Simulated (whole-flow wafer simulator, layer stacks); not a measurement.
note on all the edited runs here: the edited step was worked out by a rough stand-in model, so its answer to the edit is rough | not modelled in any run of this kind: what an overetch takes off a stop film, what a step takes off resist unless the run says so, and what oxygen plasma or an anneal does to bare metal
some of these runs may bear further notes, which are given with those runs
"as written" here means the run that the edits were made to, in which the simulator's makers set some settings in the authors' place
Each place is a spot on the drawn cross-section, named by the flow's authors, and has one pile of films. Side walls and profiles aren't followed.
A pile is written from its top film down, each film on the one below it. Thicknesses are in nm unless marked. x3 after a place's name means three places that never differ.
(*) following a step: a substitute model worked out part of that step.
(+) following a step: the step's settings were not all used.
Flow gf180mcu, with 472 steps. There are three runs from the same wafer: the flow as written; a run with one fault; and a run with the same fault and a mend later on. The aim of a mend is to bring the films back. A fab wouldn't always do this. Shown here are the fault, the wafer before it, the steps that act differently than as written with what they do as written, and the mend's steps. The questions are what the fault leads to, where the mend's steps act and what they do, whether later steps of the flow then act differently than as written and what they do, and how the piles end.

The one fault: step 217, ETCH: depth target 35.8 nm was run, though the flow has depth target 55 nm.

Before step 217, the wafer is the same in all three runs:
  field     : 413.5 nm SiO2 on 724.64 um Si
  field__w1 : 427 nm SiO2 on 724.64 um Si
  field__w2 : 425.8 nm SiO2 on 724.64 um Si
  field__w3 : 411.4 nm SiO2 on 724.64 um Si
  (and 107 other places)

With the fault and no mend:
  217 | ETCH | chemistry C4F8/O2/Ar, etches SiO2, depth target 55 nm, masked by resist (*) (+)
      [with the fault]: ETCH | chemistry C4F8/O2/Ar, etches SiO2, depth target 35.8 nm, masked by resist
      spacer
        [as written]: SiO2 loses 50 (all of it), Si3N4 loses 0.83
        [with the fault]: SiO2 loses 35.8
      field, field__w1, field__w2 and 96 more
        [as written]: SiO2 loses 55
        [with the fault]: SiO2 loses 35.8
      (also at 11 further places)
  Steps later in the flow that act otherwise than as written (not shown: 6 more steps that differ only slightly, by at most 2% or 0.5 nm, whichever is larger):
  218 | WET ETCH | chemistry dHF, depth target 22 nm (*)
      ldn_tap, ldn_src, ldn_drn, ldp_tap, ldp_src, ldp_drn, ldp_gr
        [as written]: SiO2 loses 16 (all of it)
        [with the fault]: SiO2 loses 34.3
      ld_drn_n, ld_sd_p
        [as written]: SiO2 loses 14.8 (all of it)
        [with the fault]: SiO2 loses 33.4
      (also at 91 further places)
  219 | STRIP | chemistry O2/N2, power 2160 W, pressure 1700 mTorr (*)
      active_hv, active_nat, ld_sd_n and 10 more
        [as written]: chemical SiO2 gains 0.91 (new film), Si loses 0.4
        [with the fault]: nothing
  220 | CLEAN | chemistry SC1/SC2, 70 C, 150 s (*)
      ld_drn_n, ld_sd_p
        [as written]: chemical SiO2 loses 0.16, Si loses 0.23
        [with the fault]: SiO2 loses 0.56 (all of it)
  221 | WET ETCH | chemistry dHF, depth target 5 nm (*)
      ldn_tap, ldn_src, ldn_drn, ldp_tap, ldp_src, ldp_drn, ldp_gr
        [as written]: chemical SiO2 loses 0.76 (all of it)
        [with the fault]: SiO2 loses 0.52 (all of it)
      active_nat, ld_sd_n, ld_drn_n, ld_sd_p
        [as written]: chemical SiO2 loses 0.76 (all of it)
        [with the fault]: nothing
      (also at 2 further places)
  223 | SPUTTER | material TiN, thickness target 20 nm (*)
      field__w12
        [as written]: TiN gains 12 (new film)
        [with the fault]: TiN gains 12.7 (new film)
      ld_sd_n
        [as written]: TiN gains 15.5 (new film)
        [with the fault]: TiN gains 16.1 (new film)
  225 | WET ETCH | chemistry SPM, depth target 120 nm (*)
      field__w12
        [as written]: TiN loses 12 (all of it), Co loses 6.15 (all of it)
        [with the fault]: TiN loses 12.7 (all of it), Co loses 6.44 (all of it)
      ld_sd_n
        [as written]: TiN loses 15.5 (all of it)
        [with the fault]: TiN loses 16.1 (all of it)
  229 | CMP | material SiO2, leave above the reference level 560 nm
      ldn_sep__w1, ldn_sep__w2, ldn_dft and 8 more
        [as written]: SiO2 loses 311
        [with the fault]: SiO2 loses 319.2
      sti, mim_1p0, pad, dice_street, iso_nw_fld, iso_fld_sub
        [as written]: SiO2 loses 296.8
        [with the fault]: SiO2 loses 305
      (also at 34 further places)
  At the end the piles are close to the flow's at the places that both follow, differing by at most 2% or 0.5 nm, whichever is larger.

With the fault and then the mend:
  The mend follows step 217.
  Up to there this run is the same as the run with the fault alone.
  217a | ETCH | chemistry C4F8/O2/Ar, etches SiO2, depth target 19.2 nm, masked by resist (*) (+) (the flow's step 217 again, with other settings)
      field, field__w1, field__w2 and 96 more
        SiO2 loses 19.2
      field__w5, field__w9, field__w13 and 8 more
        resist loses 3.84
      spacer
        SiO2 loses 14.2 (all of it), Si3N4 loses 0.83
  None of the later steps of the flow differs from how it acts as written, at any place that is followed, by more than 2% or 0.5 nm, whichever is larger.
  At the end the piles are close to the flow's at the places that both follow, differing by at most 2% or 0.5 nm, whichever is larger.
